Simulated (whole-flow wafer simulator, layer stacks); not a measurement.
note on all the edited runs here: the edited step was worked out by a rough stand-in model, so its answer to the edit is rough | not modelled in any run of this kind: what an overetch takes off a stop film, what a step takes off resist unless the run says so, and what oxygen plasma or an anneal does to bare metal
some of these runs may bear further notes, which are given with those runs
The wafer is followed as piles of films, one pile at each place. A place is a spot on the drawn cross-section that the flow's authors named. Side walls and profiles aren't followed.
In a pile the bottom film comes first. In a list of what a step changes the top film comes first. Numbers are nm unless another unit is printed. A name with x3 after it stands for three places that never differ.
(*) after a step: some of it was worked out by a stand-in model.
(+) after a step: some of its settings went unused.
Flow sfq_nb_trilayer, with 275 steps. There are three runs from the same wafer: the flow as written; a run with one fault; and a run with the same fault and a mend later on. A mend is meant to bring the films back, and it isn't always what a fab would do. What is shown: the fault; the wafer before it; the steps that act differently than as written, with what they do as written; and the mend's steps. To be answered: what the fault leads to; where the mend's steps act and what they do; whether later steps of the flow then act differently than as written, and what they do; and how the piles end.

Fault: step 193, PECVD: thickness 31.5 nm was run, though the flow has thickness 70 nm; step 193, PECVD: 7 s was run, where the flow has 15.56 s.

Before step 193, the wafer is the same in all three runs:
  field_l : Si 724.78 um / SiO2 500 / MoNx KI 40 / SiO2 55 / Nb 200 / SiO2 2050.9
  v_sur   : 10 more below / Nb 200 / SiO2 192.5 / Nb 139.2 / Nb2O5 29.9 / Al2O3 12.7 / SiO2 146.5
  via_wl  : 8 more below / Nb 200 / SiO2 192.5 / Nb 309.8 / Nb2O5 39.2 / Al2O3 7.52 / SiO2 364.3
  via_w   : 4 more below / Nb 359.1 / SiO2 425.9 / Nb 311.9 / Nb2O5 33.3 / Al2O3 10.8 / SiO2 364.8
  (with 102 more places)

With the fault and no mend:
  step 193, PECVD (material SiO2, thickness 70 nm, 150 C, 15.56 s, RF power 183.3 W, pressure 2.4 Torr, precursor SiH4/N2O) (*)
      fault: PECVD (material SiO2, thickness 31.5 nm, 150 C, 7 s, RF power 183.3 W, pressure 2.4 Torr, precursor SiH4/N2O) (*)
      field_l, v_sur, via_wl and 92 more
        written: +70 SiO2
        fault: +31.5 SiO2
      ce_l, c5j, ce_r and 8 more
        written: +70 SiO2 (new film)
        fault: +31.5 SiO2 (new film)
  Steps further on in the flow that do not act as written (8 more steps, not shown, differ only slightly: by at most 2% or 0.5 nm, whichever is larger):
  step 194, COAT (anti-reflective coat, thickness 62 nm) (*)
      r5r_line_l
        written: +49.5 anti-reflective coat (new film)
        fault: +48.4 anti-reflective coat (new film)
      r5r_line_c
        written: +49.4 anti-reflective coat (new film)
        fault: +48.4 anti-reflective coat (new film)
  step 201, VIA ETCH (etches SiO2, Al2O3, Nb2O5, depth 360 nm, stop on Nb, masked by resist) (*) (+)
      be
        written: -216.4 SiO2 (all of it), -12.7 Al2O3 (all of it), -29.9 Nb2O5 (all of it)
        fault: -177.9 SiO2 (all of it), -12.7 Al2O3 (all of it), -29.9 Nb2O5 (all of it)
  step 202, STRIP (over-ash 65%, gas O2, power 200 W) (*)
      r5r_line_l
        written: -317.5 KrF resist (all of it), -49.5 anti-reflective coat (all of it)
        fault: -317.4 KrF resist (all of it), -48.4 anti-reflective coat (all of it)
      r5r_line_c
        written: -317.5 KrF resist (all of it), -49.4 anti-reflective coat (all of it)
        fault: -317.3 KrF resist (all of it), -48.4 anti-reflective coat (all of it)
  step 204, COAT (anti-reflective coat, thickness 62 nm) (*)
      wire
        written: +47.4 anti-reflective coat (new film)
        fault: +48.8 anti-reflective coat (new film)
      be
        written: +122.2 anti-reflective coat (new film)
        fault: +116.3 anti-reflective coat (new film)
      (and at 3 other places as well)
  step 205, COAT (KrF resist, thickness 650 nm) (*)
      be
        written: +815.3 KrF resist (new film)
        fault: +787.9 KrF resist (new film)
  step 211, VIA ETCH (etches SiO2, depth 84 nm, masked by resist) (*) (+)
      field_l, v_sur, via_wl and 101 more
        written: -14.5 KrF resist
        fault: -8.11 KrF resist
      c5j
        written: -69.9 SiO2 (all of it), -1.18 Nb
        fault: -31.4 SiO2 (all of it), -1.3 Nb
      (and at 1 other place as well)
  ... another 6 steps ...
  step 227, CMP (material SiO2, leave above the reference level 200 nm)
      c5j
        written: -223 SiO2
        fault: -256 SiO2
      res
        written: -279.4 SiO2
        fault: -325 SiO2
  The piles end different from the flow's at v_sur, via_wl, via_w and 79 more by more than 2% or 0.5 nm, whichever is larger.
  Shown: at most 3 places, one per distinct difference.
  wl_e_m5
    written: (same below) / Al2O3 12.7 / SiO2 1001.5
    fault: (same below) / Al2O3 12.7 / SiO2 963
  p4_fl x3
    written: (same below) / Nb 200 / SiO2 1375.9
    fault: (same below) / Nb 200 / SiO2 1337.4
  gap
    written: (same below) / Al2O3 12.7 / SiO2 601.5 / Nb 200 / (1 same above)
    fault: (same below) / Al2O3 12.7 / SiO2 563 / Nb 200 / (1 same above)

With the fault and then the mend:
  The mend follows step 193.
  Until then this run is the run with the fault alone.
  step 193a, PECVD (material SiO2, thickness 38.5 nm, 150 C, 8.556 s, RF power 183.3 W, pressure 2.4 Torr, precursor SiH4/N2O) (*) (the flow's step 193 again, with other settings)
      field_l, v_sur, via_wl and 103 more
        +38.5 SiO2
  Every later step of the flow that is run acts as written, at every place that is followed, to within 2% or 0.5 nm, whichever is larger.
  At every place that both follow, the piles at the end match the flow's.
